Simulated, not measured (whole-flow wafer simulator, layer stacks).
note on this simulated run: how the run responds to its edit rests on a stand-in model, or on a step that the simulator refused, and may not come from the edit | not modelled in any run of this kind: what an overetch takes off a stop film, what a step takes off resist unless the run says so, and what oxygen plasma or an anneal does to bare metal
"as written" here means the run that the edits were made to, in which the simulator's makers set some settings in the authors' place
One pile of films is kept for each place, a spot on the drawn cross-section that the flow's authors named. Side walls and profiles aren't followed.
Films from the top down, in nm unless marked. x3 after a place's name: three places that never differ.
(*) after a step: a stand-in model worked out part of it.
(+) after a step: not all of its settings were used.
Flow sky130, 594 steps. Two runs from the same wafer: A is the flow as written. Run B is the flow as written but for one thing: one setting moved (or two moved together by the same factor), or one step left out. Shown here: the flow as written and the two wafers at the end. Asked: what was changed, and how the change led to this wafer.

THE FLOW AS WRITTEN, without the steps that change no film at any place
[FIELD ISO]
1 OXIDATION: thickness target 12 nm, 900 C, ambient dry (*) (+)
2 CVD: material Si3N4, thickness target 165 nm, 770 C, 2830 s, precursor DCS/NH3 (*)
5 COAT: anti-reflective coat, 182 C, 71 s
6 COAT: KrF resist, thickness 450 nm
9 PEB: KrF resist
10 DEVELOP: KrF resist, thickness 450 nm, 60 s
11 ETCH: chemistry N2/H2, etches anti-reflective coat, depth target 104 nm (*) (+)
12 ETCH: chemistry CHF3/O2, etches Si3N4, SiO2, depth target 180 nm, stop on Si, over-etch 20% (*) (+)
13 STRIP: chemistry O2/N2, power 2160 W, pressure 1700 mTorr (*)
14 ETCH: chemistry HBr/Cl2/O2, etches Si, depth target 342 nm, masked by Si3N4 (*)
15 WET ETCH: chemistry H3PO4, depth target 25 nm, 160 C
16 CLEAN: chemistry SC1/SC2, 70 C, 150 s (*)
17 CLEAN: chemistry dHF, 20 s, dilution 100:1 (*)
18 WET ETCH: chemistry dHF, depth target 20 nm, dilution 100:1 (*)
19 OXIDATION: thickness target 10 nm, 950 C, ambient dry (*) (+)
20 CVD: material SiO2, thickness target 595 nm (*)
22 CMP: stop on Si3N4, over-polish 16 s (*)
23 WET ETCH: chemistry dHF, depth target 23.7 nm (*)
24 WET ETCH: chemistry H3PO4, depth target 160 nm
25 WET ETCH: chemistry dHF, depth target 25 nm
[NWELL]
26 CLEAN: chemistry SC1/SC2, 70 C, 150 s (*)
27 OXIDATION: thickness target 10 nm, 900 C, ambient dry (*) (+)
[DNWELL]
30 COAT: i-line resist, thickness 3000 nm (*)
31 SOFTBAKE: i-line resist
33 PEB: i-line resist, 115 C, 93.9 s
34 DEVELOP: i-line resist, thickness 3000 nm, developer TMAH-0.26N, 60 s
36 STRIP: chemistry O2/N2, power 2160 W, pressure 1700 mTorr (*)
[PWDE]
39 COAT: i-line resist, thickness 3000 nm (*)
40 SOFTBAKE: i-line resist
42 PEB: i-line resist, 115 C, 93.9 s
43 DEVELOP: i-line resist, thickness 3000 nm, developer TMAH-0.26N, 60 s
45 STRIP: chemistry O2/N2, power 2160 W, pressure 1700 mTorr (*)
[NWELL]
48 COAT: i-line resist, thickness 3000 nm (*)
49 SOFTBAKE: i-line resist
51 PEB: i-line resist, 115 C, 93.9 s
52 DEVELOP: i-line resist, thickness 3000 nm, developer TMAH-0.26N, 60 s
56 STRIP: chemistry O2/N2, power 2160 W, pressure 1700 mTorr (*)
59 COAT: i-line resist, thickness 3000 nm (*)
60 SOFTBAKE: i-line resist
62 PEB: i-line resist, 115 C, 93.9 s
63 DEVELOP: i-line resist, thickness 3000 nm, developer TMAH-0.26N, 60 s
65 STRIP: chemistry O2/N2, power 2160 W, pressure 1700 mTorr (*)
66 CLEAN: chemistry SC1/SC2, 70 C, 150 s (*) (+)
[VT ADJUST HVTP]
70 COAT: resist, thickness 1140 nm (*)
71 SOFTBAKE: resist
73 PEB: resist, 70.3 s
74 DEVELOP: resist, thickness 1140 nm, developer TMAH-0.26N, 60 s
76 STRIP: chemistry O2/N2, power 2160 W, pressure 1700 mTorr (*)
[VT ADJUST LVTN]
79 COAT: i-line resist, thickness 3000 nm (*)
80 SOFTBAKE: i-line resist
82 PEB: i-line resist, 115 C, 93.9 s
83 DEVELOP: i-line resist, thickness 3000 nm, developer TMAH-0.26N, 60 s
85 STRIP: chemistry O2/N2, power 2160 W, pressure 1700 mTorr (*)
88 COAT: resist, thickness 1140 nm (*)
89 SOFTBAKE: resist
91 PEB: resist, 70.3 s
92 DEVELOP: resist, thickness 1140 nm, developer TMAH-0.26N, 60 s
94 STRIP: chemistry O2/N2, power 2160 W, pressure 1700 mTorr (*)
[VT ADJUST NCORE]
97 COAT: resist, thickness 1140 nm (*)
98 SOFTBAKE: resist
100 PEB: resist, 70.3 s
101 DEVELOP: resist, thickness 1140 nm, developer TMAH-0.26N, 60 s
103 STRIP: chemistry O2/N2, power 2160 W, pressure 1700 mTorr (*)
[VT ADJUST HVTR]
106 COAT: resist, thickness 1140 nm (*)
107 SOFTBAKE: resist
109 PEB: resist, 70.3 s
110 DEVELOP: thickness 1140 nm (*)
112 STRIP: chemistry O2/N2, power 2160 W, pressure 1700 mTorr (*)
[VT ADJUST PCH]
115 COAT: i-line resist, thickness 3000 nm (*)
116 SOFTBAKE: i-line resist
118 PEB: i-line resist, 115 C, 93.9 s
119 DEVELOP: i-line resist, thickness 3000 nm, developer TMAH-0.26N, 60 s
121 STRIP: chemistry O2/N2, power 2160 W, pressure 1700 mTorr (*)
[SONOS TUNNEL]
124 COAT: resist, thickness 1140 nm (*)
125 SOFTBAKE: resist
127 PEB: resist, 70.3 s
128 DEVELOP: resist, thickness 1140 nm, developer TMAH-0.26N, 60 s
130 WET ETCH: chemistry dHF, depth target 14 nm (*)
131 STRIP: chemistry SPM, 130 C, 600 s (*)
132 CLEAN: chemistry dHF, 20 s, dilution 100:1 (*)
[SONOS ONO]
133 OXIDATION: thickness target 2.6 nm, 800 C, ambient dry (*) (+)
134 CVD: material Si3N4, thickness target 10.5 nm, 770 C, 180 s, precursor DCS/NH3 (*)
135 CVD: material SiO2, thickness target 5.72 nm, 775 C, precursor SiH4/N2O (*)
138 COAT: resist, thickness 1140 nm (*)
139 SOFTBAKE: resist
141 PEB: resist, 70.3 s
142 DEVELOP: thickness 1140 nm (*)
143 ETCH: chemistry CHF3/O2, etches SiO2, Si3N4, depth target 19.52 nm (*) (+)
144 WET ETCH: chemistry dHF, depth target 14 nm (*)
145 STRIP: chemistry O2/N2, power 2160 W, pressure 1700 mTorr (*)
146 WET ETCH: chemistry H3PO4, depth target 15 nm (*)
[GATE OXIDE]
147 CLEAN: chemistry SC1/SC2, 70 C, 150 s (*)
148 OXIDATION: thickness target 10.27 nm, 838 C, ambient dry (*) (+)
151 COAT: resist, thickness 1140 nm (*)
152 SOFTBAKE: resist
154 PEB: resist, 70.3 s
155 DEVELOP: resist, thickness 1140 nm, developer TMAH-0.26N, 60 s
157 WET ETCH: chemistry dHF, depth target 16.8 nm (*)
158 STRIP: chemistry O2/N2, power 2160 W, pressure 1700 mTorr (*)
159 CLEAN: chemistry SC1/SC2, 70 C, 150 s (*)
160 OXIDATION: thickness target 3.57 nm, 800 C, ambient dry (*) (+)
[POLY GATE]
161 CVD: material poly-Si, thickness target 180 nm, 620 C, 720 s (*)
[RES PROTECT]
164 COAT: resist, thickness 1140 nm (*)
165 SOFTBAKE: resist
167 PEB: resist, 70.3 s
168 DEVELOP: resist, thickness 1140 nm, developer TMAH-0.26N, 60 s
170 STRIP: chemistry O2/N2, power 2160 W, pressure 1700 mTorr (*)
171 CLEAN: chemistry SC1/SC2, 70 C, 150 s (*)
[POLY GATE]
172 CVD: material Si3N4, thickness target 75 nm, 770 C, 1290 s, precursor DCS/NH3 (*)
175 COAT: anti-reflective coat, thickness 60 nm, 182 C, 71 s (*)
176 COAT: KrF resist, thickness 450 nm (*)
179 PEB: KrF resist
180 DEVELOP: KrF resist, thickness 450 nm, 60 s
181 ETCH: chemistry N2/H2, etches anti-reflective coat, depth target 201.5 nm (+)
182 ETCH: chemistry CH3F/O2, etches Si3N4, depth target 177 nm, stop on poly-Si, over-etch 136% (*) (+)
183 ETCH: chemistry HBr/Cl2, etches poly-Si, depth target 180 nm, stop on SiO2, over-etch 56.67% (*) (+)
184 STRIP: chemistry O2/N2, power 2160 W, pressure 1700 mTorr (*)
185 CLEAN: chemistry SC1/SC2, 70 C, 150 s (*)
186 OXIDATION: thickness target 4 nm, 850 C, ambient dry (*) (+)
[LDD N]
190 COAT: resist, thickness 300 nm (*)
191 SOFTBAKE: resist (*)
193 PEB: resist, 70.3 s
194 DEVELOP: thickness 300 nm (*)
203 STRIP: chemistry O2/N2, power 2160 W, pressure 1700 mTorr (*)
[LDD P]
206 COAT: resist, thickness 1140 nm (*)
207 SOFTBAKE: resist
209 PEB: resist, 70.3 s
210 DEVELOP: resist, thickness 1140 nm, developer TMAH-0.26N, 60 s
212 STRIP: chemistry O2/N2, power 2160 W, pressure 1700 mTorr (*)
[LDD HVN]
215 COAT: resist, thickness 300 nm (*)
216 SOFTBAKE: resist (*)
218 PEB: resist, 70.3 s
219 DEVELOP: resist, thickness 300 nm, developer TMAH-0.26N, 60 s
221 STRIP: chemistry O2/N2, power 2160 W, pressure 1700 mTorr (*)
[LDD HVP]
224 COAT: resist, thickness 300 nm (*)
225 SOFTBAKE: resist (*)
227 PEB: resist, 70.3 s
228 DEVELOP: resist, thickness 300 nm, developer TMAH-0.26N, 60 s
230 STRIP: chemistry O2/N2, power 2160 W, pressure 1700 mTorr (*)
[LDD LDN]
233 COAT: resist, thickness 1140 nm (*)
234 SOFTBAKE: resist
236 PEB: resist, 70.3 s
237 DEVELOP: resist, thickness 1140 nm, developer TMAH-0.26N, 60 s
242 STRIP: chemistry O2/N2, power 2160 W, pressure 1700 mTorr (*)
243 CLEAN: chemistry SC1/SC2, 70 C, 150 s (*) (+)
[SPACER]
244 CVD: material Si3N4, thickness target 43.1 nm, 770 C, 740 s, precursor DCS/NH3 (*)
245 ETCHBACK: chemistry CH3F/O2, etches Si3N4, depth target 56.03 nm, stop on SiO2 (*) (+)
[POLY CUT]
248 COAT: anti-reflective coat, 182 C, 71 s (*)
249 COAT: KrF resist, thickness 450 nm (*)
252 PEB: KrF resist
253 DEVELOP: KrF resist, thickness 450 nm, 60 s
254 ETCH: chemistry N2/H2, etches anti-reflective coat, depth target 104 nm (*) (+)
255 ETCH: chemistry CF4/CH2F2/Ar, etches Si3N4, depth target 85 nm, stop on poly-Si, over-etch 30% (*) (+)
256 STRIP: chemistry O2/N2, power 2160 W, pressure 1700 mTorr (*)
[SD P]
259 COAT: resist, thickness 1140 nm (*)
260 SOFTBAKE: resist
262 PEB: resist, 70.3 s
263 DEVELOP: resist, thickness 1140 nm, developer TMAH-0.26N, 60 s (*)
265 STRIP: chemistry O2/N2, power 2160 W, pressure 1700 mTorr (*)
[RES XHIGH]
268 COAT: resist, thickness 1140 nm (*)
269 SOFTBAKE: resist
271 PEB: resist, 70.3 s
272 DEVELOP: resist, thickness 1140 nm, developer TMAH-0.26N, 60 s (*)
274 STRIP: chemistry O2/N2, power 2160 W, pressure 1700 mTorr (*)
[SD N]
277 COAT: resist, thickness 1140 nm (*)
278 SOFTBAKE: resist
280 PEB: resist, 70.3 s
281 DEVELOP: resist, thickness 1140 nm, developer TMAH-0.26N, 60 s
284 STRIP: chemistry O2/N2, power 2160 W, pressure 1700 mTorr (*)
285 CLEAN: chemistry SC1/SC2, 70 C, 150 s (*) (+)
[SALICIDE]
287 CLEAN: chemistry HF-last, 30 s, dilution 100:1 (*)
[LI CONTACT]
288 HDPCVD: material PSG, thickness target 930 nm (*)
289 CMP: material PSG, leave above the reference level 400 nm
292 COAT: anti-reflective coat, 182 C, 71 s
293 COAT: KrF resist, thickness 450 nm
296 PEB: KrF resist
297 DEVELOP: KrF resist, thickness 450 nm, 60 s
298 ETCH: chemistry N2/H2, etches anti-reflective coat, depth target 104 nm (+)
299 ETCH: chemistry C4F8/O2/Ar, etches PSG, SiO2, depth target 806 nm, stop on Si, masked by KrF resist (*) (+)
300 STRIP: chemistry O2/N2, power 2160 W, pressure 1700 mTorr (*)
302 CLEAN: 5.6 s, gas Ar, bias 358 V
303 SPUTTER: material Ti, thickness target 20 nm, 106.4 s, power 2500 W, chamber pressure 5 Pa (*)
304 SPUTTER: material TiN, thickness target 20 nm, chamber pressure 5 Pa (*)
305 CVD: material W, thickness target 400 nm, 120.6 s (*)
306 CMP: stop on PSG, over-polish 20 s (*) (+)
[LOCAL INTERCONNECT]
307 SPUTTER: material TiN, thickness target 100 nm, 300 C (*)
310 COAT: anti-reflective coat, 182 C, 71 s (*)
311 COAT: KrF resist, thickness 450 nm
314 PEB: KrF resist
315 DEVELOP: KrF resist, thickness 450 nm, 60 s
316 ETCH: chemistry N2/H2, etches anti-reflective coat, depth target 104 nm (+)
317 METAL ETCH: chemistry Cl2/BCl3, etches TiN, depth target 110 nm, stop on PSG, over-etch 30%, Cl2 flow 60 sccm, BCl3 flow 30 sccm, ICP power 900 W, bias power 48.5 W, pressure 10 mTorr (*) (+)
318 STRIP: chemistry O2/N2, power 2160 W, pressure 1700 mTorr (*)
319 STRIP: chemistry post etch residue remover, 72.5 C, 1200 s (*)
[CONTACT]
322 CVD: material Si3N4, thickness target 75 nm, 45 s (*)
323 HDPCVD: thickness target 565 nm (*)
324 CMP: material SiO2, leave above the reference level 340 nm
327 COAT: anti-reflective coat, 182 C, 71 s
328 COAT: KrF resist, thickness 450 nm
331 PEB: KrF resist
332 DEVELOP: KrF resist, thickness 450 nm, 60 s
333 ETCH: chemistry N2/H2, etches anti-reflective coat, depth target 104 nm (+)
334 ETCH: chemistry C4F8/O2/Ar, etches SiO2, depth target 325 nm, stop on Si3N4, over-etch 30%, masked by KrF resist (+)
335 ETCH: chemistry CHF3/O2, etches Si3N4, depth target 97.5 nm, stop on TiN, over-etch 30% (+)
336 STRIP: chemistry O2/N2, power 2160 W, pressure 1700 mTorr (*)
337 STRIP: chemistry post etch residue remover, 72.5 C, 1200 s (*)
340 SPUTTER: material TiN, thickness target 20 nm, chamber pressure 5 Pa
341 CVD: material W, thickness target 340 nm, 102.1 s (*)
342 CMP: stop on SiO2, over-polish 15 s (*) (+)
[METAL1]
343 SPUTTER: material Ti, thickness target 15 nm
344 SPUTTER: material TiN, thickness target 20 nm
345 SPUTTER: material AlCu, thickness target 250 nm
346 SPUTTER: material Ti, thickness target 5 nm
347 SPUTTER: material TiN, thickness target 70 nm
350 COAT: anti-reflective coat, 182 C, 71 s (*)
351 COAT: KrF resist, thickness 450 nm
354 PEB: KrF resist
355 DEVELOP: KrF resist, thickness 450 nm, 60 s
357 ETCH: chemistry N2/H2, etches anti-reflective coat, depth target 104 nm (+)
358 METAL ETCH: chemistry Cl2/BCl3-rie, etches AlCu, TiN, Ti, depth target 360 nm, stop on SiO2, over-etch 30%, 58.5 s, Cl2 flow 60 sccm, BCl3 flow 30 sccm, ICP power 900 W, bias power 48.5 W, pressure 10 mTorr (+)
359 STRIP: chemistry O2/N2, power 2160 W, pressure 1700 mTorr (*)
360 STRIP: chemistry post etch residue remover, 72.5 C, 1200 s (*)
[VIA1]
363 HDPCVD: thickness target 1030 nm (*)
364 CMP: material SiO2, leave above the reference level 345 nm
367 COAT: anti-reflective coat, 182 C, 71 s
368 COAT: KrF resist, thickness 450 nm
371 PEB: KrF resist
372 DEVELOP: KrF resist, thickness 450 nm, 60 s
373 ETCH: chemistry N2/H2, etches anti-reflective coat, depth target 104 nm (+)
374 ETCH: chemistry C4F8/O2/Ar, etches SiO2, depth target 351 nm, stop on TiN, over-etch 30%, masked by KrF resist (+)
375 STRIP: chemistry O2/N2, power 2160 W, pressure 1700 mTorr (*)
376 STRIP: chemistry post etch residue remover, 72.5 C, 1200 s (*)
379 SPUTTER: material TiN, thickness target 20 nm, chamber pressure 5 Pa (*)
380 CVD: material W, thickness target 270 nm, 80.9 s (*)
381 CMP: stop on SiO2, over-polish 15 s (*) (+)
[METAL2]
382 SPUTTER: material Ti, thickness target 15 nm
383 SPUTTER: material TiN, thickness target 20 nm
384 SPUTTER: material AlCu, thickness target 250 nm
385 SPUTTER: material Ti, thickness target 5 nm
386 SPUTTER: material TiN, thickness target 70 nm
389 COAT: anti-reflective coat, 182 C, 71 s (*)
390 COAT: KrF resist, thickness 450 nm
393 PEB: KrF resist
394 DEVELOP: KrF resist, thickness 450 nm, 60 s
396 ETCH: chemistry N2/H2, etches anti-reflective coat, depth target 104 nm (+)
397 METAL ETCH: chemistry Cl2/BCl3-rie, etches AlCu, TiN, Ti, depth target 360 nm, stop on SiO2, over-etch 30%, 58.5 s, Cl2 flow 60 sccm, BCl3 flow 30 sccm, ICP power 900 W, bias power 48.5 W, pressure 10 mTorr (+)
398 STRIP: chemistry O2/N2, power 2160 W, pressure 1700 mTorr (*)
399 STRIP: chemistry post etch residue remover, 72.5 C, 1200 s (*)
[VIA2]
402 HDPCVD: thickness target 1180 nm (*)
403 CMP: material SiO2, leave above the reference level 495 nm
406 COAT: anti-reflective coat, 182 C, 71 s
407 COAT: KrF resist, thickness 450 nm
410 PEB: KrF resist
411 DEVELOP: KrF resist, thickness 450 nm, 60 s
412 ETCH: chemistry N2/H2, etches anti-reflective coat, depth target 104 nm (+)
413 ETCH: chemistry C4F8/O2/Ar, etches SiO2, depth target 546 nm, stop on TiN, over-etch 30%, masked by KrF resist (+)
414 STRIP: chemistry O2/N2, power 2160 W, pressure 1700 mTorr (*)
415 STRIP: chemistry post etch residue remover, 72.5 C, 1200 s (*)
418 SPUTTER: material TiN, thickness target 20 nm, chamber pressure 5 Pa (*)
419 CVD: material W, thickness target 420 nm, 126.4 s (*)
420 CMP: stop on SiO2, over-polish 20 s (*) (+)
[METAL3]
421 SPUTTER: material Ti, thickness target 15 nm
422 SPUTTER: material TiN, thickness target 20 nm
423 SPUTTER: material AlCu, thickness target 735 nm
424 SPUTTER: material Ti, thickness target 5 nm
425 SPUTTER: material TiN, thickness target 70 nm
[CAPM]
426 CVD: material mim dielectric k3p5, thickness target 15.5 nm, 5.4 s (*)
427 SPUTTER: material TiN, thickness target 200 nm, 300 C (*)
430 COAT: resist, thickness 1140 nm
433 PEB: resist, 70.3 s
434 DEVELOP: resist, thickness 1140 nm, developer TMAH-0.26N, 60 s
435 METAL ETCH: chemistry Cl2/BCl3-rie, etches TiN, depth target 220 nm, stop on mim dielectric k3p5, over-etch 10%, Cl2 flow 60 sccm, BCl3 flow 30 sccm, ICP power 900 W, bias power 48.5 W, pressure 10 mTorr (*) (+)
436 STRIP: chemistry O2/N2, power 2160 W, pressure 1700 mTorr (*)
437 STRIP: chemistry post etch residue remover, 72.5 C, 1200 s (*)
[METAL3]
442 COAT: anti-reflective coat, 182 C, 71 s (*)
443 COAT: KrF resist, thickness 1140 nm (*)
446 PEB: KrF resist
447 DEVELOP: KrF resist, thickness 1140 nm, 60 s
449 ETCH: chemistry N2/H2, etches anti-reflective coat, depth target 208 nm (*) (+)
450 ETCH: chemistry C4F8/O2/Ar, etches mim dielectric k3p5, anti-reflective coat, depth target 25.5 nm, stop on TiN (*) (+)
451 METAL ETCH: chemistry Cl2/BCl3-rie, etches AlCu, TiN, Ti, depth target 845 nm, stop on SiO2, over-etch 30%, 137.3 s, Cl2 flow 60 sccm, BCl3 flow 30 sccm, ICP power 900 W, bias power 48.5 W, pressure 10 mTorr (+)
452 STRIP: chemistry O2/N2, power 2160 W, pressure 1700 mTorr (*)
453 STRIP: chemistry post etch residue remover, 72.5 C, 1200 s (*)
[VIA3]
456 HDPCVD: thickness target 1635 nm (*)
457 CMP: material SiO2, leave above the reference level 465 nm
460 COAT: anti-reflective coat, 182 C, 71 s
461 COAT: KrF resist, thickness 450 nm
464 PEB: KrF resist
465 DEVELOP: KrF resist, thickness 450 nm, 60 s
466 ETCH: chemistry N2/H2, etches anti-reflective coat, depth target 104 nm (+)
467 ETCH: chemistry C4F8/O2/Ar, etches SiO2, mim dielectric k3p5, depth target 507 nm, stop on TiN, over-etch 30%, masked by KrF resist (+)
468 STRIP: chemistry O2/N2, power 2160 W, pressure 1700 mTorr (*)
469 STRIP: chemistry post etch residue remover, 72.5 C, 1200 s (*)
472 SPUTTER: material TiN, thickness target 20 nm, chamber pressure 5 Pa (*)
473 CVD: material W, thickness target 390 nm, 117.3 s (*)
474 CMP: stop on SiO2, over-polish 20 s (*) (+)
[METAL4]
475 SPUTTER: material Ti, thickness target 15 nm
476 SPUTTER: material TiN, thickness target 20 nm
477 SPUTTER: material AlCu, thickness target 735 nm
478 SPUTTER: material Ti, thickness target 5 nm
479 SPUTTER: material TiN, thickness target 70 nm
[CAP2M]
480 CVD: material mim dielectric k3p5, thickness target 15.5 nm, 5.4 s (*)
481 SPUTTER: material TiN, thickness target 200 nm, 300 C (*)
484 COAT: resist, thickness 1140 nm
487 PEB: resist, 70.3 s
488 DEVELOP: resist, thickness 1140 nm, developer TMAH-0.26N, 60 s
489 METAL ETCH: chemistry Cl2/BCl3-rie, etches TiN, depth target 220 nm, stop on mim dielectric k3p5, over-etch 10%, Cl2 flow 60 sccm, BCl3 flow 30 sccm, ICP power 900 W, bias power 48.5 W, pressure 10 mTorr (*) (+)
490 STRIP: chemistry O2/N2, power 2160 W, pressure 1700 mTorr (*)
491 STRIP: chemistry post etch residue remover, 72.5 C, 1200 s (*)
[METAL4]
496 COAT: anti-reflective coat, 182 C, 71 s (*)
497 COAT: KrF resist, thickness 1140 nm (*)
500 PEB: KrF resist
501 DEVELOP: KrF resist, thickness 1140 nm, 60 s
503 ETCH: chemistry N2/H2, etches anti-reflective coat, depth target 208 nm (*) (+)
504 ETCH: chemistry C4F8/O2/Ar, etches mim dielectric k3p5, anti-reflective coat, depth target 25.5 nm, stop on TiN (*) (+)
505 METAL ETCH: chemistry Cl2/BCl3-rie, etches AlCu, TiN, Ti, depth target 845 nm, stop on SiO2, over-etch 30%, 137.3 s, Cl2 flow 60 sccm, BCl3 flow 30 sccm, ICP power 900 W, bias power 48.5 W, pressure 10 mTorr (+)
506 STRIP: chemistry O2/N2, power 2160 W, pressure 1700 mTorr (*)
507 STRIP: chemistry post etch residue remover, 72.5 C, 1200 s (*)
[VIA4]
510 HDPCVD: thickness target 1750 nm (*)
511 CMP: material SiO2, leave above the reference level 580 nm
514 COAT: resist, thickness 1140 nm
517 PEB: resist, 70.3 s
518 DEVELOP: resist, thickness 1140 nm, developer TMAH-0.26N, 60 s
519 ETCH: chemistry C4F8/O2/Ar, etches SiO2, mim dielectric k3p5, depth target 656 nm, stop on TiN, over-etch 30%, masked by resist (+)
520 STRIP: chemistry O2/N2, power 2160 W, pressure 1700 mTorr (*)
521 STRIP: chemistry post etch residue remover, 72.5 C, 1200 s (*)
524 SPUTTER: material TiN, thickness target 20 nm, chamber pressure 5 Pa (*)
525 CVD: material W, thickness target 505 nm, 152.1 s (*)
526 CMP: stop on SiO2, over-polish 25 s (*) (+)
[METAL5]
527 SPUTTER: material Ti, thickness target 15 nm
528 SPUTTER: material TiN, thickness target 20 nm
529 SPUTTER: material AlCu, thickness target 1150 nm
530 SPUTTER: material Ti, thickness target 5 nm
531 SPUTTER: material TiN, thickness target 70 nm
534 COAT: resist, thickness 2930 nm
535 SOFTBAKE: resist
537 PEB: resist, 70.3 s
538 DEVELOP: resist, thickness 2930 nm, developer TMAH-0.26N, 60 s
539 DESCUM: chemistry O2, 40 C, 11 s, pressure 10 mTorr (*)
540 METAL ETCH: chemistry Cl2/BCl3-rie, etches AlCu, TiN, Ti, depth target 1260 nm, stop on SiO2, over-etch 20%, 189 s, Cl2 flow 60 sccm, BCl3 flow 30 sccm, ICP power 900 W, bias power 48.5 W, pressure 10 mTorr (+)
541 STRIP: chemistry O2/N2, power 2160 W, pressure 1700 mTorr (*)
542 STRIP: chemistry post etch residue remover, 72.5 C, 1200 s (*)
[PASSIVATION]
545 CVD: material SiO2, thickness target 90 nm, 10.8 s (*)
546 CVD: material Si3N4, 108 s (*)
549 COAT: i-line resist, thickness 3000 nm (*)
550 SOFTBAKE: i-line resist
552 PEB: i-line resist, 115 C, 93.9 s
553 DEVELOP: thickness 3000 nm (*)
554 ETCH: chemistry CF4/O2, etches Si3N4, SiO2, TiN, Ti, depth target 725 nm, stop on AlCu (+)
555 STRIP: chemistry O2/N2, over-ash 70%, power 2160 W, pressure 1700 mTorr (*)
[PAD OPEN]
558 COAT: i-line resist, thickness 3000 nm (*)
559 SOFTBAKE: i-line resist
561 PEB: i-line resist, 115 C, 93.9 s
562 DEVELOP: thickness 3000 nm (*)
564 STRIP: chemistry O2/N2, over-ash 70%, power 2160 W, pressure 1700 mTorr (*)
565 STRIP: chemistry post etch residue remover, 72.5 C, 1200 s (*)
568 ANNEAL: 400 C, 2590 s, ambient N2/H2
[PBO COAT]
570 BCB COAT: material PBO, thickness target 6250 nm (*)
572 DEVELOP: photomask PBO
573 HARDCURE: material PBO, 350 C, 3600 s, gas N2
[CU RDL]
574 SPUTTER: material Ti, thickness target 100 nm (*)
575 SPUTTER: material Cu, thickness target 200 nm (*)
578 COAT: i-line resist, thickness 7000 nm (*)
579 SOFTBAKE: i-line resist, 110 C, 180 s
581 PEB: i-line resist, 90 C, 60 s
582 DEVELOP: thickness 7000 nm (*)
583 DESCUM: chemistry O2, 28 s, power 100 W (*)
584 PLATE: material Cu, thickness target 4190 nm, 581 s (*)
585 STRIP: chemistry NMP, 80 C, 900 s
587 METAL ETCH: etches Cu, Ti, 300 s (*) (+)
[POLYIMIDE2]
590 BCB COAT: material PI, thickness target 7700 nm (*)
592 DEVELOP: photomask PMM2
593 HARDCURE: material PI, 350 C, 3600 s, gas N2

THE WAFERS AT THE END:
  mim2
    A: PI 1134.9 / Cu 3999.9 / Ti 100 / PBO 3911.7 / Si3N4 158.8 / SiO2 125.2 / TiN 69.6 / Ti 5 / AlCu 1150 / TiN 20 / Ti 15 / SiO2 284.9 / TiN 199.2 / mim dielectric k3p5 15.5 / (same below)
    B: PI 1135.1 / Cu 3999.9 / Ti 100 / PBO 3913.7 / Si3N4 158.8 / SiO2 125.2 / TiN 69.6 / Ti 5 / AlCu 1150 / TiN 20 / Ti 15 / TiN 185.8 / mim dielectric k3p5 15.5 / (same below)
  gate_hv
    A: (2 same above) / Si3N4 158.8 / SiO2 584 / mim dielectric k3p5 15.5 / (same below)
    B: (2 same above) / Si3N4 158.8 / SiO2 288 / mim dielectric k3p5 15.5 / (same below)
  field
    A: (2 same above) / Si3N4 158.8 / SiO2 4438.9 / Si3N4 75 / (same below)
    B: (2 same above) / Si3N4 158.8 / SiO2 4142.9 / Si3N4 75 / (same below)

The cause: step 511, CMP: leave above the reference level 284 nm was run, where the flow has leave above the reference level 580 nm.

How the change led to this, step by step:
  511 CMP: material SiO2, leave above the reference level 580 nm
      mim2: A SiO2 -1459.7 | B SiO2 -1750 (all of it), TiN -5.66
      n_well, p_well, gate_hv and 99 more: A SiO2 -1260.5 | B SiO2 -1556.5
      (and at 90 more places)
  519 ETCH: chemistry C4F8/O2/Ar, etches SiO2, mim dielectric k3p5, depth target 656 nm, stop on TiN, over-etch 30%, masked by resist (+)
      field, active, n_well and 188 more: A resist -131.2 | B resist -54.5
      m1: A SiO2 -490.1 (all of it), mim dielectric k3p5 -15.5 (all of it) | B SiO2 -194.1 (all of it), mim dielectric k3p5 -15.5 (all of it)
      (and at 1 more place)
  520 STRIP: chemistry O2/N2, power 2160 W, pressure 1700 mTorr (*)
      field, active, n_well and 188 more: A resist -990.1 (all of it) | B resist -1066.8 (all of it)
  524 SPUTTER: material TiN, thickness target 20 nm, chamber pressure 5 Pa (*)
      mim2: A TiN +20 (new film) | B TiN +20
      m1, via4_hole: A TiN +15.3 | B TiN +17.6
  525 CVD: material W, thickness target 505 nm, 152.1 s (*)
      m1: A W +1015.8 (new film) | B W +520.7 (new film)
      via4_hole: A W +1015.2 (new film) | B W +521.8 (new film)
  526 CMP: stop on SiO2, over-polish 25 s (*) (+)
      mim2: A W -505 (all of it), TiN -20 (all of it), SiO2 -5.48 | B W -505 (all of it), TiN -27.3
      m1: A W -532.7 | B W -335.9
      (and at 1 more place)
Counting metal films that touch as one body, mim2 has 7 bodies (between them, from the top down: PBO 3913.7 / Si3N4 158.8 / SiO2 125.2; mim dielectric k3p5 15.5; SiO2 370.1 / mim dielectric k3p5 15.5; SiO2 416; SiO2 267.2; SiO2 261.8 / Si3N4 75); the flow as written gives 8 bodies (between them, from the top down: PBO 3911.7 / Si3N4 158.8 / SiO2 125.2; SiO2 284.9; mim dielectric k3p5 15.5; SiO2 370.1 / mim dielectric k3p5 15.5; SiO2 416; SiO2 267.2; SiO2 261.8 / Si3N4 75).
